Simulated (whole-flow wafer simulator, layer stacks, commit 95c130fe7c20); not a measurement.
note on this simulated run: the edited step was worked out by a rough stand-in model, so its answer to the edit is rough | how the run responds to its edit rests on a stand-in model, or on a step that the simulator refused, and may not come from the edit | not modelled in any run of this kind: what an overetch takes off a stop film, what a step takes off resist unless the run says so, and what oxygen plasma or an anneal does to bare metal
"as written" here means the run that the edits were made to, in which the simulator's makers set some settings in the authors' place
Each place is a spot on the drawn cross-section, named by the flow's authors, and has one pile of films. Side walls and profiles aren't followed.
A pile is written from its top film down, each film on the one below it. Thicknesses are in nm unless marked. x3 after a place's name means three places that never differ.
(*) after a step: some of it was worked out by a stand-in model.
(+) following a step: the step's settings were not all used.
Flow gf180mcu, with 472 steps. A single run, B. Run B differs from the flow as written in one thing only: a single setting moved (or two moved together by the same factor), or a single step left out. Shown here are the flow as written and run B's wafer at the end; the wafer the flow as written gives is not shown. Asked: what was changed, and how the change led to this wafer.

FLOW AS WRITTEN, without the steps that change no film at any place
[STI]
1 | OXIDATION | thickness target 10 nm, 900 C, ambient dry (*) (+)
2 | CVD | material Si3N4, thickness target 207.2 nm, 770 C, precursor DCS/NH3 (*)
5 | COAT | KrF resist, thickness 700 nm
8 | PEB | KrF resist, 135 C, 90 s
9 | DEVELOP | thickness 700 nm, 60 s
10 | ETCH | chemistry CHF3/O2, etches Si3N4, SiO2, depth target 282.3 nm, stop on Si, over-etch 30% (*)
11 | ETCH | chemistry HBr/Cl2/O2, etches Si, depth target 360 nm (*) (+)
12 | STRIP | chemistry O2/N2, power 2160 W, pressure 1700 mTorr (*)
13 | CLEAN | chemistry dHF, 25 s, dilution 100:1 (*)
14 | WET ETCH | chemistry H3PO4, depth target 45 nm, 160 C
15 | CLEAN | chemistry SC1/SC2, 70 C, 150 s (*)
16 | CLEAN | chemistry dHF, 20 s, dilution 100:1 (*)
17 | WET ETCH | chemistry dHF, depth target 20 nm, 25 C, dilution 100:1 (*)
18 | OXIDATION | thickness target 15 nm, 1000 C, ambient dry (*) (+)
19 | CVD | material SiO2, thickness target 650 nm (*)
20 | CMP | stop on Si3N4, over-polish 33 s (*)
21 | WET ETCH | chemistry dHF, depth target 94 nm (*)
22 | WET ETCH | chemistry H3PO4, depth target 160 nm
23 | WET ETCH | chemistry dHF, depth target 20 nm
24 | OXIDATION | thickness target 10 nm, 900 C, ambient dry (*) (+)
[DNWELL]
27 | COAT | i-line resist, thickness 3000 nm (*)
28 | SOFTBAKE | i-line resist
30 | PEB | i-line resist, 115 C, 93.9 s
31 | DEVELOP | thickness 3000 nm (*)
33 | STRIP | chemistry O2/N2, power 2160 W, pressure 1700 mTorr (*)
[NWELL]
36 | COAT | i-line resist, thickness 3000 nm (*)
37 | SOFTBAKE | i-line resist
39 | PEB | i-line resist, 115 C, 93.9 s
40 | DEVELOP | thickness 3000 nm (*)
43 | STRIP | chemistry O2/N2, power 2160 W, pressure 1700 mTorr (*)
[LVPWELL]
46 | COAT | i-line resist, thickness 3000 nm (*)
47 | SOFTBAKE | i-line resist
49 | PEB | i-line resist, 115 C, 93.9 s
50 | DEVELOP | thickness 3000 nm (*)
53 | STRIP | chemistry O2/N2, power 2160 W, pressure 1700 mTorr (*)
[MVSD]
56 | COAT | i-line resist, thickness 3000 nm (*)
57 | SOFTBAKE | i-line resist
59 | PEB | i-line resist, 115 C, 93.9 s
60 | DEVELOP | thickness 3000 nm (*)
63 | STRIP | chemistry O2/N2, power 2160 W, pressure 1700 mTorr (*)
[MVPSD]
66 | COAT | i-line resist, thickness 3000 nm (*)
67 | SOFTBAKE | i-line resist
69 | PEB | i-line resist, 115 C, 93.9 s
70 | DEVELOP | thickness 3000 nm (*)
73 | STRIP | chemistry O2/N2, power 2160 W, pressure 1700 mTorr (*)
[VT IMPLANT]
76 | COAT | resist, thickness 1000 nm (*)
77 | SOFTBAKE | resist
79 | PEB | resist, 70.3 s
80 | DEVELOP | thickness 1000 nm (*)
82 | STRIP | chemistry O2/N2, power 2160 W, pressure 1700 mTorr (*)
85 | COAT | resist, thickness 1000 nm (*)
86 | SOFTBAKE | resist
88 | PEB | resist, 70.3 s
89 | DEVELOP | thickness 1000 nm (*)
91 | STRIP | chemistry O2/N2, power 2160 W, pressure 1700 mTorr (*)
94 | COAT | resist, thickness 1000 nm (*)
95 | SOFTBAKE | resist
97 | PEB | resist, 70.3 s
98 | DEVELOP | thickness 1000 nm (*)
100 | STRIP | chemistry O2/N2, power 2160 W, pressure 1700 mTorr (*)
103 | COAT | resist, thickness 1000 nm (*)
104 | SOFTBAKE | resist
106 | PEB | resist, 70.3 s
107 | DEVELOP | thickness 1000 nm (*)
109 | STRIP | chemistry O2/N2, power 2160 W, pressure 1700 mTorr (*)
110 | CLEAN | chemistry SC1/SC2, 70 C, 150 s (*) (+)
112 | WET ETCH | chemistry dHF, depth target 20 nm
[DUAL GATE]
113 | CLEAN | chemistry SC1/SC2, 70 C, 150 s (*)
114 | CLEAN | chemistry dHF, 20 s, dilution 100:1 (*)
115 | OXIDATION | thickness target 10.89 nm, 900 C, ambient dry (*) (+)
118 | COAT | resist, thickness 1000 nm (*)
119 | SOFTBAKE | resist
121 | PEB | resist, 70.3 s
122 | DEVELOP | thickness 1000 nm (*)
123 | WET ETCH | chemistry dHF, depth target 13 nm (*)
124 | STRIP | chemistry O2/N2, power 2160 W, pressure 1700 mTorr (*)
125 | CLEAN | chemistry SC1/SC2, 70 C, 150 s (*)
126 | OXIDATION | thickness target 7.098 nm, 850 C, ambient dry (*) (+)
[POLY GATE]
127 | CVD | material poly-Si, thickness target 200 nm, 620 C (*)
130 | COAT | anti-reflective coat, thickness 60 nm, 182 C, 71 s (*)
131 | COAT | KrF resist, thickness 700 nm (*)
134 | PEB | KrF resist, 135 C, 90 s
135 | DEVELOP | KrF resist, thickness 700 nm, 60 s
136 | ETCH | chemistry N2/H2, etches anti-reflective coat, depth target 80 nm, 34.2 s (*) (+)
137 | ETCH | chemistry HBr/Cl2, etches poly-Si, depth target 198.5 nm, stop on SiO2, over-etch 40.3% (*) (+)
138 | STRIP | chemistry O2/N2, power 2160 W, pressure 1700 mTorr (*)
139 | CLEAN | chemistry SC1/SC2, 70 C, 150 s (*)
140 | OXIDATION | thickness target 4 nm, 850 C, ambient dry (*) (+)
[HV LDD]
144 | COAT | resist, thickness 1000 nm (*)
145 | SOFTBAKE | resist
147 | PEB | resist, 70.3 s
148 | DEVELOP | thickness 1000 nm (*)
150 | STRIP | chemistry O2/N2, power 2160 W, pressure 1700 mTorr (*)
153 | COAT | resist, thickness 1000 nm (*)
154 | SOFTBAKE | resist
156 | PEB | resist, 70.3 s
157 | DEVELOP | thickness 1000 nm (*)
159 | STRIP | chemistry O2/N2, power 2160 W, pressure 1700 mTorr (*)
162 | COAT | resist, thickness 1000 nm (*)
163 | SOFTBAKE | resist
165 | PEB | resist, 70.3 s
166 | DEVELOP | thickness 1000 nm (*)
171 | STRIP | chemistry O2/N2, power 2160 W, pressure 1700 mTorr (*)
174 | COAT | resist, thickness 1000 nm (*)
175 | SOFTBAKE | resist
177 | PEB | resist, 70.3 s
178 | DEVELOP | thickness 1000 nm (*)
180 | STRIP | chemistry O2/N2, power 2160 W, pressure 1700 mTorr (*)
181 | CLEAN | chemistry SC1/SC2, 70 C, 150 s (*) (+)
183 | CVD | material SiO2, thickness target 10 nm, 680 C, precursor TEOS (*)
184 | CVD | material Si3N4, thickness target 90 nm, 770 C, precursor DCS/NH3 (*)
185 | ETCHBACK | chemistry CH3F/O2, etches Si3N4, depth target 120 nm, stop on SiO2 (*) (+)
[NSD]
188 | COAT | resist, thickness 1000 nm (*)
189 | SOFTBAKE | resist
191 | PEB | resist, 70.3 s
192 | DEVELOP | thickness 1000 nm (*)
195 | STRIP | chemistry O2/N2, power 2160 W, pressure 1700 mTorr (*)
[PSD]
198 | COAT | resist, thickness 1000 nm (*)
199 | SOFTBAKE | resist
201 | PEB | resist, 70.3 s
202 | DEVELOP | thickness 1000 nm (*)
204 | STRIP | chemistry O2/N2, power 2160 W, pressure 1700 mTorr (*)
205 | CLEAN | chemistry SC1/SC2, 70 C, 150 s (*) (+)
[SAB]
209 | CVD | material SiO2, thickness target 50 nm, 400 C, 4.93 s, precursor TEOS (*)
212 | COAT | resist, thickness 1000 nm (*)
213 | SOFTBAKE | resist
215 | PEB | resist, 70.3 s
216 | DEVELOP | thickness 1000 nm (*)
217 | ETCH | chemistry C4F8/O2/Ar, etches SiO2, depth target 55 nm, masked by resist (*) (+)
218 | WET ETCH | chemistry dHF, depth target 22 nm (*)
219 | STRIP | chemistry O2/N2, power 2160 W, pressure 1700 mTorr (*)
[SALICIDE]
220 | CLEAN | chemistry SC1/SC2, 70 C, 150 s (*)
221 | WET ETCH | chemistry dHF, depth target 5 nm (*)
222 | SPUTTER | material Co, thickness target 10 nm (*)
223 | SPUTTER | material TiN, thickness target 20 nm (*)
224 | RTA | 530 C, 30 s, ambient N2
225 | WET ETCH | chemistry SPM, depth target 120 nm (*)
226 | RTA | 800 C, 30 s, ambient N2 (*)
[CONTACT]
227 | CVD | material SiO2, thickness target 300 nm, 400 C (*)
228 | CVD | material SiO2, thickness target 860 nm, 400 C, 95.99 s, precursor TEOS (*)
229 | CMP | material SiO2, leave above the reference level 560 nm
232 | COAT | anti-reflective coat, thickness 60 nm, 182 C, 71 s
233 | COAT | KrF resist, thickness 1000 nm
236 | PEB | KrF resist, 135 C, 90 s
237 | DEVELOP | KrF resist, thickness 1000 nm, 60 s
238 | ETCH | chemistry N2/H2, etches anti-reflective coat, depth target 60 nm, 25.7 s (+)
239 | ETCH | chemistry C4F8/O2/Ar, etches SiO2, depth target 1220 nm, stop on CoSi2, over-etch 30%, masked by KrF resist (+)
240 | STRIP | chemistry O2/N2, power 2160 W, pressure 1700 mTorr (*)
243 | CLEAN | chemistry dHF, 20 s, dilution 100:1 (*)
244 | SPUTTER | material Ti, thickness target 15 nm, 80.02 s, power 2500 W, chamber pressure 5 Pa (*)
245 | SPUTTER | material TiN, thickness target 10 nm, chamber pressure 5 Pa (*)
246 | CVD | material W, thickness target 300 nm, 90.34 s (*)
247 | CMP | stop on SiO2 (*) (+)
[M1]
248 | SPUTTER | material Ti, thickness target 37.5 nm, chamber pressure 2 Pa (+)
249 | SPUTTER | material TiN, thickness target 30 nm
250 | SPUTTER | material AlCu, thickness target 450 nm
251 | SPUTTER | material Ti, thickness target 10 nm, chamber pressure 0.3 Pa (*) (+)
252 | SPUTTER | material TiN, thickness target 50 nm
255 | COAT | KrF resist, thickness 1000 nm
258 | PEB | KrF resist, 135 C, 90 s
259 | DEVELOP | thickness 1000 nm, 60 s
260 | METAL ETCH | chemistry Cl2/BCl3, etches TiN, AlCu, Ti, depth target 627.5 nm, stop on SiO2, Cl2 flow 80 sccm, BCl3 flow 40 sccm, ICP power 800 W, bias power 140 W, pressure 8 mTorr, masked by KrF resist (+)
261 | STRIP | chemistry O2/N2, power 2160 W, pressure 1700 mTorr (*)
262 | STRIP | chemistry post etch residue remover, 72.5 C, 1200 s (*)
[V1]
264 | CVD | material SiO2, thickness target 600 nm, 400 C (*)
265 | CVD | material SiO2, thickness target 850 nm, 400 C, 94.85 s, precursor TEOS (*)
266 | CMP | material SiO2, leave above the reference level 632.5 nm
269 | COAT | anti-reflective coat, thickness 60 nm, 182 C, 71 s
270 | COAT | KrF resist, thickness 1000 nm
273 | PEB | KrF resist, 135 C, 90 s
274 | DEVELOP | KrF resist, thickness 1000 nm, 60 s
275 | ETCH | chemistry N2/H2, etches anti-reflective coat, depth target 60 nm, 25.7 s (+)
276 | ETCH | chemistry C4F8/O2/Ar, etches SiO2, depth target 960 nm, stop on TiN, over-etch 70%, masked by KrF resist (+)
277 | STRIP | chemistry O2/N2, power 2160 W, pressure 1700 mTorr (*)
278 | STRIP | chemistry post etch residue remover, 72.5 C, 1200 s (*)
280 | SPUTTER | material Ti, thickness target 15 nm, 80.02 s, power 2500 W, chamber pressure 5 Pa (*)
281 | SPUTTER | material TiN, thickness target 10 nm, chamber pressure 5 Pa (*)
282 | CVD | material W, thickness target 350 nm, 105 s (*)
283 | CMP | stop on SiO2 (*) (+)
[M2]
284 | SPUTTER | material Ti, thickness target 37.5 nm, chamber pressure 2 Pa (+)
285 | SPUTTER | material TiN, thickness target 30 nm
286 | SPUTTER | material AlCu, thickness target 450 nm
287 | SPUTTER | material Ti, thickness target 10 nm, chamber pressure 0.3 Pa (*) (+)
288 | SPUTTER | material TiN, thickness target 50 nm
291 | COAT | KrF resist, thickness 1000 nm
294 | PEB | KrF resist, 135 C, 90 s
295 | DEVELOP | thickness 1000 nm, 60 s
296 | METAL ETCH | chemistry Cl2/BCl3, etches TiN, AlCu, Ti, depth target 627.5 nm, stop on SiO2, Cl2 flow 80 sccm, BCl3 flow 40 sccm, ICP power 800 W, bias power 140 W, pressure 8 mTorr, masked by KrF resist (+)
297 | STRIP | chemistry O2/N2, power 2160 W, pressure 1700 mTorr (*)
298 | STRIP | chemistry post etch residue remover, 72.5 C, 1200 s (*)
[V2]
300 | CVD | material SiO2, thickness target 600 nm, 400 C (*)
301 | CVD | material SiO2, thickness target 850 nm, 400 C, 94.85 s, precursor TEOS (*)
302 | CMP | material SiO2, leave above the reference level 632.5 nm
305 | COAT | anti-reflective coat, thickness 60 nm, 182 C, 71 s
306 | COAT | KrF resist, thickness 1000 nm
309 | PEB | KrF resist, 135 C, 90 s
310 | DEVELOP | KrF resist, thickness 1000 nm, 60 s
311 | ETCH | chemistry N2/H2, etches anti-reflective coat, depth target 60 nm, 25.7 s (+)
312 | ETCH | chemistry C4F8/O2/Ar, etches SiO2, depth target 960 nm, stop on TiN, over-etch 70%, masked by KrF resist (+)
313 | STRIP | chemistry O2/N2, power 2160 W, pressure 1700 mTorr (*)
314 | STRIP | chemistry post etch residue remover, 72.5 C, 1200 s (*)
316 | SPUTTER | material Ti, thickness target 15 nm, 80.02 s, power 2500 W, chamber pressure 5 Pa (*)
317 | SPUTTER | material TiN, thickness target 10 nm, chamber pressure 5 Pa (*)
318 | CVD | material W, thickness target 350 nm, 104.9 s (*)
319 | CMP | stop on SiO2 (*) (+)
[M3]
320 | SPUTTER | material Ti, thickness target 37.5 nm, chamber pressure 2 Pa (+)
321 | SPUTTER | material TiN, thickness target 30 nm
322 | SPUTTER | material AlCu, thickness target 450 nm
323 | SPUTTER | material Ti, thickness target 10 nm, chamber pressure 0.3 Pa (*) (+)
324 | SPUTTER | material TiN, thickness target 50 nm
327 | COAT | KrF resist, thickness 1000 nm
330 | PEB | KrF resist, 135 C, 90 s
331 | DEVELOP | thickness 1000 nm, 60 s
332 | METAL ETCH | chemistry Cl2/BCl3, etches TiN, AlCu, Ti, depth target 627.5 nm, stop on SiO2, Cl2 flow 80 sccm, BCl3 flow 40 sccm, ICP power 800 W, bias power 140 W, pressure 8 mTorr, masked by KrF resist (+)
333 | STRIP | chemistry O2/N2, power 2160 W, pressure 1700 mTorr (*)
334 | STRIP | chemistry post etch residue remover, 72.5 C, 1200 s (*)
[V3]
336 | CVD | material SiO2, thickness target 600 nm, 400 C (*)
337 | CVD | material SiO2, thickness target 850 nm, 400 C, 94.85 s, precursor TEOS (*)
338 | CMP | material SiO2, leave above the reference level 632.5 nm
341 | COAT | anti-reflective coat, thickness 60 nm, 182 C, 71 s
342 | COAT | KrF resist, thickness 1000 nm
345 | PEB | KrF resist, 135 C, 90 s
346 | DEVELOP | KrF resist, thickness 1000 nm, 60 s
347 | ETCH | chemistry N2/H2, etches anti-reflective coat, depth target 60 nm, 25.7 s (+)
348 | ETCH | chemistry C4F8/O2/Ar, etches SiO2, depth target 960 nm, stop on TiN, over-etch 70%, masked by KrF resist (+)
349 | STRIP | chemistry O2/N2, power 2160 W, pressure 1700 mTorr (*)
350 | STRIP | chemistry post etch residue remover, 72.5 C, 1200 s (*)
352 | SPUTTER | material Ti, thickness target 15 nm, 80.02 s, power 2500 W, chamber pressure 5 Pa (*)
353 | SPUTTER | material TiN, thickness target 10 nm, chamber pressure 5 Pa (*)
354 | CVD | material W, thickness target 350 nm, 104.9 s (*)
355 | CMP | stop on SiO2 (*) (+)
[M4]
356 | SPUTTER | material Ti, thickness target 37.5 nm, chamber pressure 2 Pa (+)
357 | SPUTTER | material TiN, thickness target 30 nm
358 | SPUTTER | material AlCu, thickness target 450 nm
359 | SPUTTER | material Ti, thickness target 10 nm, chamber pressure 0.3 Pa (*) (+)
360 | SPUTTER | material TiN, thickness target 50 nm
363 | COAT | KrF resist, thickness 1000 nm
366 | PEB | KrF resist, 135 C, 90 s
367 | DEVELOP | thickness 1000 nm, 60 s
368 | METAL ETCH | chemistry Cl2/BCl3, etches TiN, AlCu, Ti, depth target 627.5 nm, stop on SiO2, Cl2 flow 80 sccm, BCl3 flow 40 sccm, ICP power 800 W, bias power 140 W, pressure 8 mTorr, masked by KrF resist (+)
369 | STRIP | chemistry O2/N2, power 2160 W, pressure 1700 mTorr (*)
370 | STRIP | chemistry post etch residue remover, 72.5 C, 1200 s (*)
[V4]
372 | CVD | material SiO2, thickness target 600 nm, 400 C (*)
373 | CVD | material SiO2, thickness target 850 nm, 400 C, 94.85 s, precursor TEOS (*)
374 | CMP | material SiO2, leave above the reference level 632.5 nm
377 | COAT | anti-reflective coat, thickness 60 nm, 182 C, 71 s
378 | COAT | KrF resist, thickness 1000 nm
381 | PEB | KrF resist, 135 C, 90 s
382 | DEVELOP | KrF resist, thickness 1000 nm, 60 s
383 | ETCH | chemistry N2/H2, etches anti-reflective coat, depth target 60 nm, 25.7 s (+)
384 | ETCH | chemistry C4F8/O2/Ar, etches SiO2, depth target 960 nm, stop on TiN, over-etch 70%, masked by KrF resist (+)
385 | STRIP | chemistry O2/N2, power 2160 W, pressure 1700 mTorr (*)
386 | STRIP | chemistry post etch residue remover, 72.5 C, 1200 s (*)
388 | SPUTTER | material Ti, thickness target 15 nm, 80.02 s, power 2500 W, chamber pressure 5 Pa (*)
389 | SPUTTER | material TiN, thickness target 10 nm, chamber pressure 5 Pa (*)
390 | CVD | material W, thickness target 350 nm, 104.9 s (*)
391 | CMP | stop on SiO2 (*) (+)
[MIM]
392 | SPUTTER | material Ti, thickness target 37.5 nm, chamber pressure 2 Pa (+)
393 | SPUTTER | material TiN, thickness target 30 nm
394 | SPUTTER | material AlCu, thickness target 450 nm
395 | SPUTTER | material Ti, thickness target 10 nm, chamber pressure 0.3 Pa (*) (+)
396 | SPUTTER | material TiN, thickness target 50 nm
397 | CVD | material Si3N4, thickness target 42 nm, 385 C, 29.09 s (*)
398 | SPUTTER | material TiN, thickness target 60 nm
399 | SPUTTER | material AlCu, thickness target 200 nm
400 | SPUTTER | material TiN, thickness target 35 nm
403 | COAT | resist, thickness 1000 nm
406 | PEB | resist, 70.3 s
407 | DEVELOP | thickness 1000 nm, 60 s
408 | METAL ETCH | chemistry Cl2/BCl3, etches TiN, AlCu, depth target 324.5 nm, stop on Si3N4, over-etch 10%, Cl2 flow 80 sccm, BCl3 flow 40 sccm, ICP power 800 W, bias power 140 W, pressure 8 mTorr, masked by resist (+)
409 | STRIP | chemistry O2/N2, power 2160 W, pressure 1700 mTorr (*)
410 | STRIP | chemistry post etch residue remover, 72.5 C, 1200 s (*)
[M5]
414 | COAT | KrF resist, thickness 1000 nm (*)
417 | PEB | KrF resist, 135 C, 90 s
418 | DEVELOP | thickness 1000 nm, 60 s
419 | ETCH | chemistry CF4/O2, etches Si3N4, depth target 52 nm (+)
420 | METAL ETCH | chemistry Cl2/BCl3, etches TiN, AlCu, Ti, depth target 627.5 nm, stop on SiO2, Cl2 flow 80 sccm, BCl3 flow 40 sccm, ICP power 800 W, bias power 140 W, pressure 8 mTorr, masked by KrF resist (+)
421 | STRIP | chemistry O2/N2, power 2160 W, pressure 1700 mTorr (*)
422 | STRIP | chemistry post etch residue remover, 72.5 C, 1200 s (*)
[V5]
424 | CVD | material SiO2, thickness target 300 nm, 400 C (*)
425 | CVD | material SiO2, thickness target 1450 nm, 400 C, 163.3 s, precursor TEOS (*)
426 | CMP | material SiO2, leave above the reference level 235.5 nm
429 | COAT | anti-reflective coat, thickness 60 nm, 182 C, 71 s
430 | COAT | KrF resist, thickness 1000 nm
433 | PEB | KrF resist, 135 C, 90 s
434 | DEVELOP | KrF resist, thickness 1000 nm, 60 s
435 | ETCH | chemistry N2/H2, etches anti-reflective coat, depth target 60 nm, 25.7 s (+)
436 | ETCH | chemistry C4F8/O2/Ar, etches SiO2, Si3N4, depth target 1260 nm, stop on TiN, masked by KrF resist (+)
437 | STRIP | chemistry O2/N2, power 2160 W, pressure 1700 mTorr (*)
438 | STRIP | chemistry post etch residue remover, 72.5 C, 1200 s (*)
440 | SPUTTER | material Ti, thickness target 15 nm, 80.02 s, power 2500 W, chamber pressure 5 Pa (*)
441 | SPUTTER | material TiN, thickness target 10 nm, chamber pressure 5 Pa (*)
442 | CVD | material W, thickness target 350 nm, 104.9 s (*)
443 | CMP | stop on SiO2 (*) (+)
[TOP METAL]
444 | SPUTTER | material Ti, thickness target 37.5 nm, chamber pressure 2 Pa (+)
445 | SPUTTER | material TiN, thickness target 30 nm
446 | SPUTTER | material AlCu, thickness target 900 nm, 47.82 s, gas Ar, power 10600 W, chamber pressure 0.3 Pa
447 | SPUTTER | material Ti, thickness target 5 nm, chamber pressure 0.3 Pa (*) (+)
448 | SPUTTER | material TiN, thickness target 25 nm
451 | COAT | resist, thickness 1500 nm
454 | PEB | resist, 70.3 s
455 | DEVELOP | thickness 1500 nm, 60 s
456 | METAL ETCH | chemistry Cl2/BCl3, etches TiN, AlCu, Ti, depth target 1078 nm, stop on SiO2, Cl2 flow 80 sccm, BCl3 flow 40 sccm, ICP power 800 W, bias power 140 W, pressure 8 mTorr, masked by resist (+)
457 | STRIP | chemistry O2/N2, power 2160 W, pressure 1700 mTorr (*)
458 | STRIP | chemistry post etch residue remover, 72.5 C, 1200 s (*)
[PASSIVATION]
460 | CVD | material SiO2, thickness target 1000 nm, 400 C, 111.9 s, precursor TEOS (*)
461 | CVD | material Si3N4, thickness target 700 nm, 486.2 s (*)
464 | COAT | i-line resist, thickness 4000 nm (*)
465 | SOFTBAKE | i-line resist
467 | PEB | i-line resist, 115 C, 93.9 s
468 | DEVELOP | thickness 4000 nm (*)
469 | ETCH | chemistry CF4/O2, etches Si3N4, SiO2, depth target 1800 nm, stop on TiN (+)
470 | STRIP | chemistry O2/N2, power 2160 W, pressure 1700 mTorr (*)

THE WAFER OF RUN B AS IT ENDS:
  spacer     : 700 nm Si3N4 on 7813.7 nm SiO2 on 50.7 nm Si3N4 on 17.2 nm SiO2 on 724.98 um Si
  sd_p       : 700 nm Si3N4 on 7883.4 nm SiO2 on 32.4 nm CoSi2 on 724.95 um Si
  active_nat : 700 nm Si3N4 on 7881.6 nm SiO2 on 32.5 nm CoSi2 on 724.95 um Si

Cause: step 184, CVD: thickness target 54.9 nm was run, whereas the flow has thickness target 90 nm.

Step by step, how the change led to this:
  184 | CVD | material Si3N4, thickness target 90 nm, 770 C, precursor DCS/NH3 (*)
      field, field__w1, field__w2 and 101 more: Si3N4 gains 54.9 (new film) (in the flow as written it would be: Si3N4 gains 90 (new film))
  185 | ETCHBACK | chemistry CH3F/O2, etches Si3N4, depth target 120 nm, stop on SiO2 (*) (+)
      field, field__w1, field__w2 and 93 more: Si3N4 loses 54.9 (all of it), SiO2 loses 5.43 (in the flow as written it would be: Si3N4 loses 90 (all of it), SiO2 loses 2.5)
      p_well, sd_n, contact, active_nat, ld_drn_p, nplus_u, pplus_u: Si3N4 loses 54.9 (all of it), SiO2 loses 5.42 (in the flow as written it would be: Si3N4 loses 90 (all of it), SiO2 loses 2.5)
  188 | COAT | resist, thickness 1000 nm (*)
      spacer: resist gains 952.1 (new film) (in the flow as written it would be: resist gains 920.2 (new film))
  189 | SOFTBAKE | resist
      field: resist loses 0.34 (in the flow as written it would be: resist gains 3.56)
      field__w6: resist gains 6.87 (in the flow as written it would be: resist gains 7.53)
      (and at 17 other places as well)
  191 | PEB | resist, 70.3 s
      spacer: resist loses 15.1 (in the flow as written it would be: resist loses 14.3)
  192 | DEVELOP | thickness 1000 nm (*)
      spacer: resist loses 937 (all of it) (in the flow as written it would be: resist loses 905.9 (all of it))
  195 | STRIP | chemistry O2/N2, power 2160 W, pressure 1700 mTorr (*)
      field: resist loses 1005.6 (all of it) (in the flow as written it would be: resist loses 1026.7 (all of it))
  198 | COAT | resist, thickness 1000 nm (*)
      spacer: resist gains 952.1 (new film) (in the flow as written it would be: resist gains 920.2 (new film))
  199 | SOFTBAKE | resist
      field: resist loses 0.34 (in the flow as written it would be: resist gains 3.56)
      field__w6: resist gains 6.87 (in the flow as written it would be: resist gains 7.53)
      (and at 17 other places as well)
  201 | PEB | resist, 70.3 s
      spacer: resist loses 15.1 (in the flow as written it would be: resist loses 14.3)
  204 | STRIP | chemistry O2/N2, power 2160 W, pressure 1700 mTorr (*)
      field: resist loses 1005.6 (all of it) (in the flow as written it would be: resist loses 1026.7 (all of it))
      spacer: resist loses 937 (all of it) (in the flow as written it would be: resist loses 905.9 (all of it))
  212 | COAT | resist, thickness 1000 nm (*)
      spacer: resist gains 951.3 (new film) (in the flow as written it would be: resist gains 919.4 (new film))
  213 | SOFTBAKE | resist
      field__w9: resist gains 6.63 (in the flow as written it would be: resist loses 3.11)
      field__w5: resist gains 6.88 (in the flow as written it would be: resist gains 7.65)
      (and at 11 other places as well)
  215 | PEB | resist, 70.3 s
      spacer: resist loses 15.1 (in the flow as written it would be: resist loses 14.3)
  216 | DEVELOP | thickness 1000 nm (*)
      spacer: resist loses 936.2 (all of it) (in the flow as written it would be: resist loses 905.1 (all of it))
  218 | WET ETCH | chemistry dHF, depth target 22 nm (*)
      gate, gate_hv, gate_p and 23 more: SiO2 loses 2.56 (all of it) (in the flow as written it would be: SiO2 loses 5.48 (all of it))
      active, p_well, sd_n, iso_ptap_pw, iso_ntap_nw, iso_ptap_sub, vpnp_e: SiO2 loses 6.09 (all of it) (in the flow as written it would be: SiO2 loses 9.01 (all of it))
      (and at 16 other places as well)
  ... 5 further steps ...
  229 | CMP | material SiO2, leave above the reference level 560 nm
      spacer: SiO2 loses 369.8 (in the flow as written it would be: SiO2 loses 404.9)
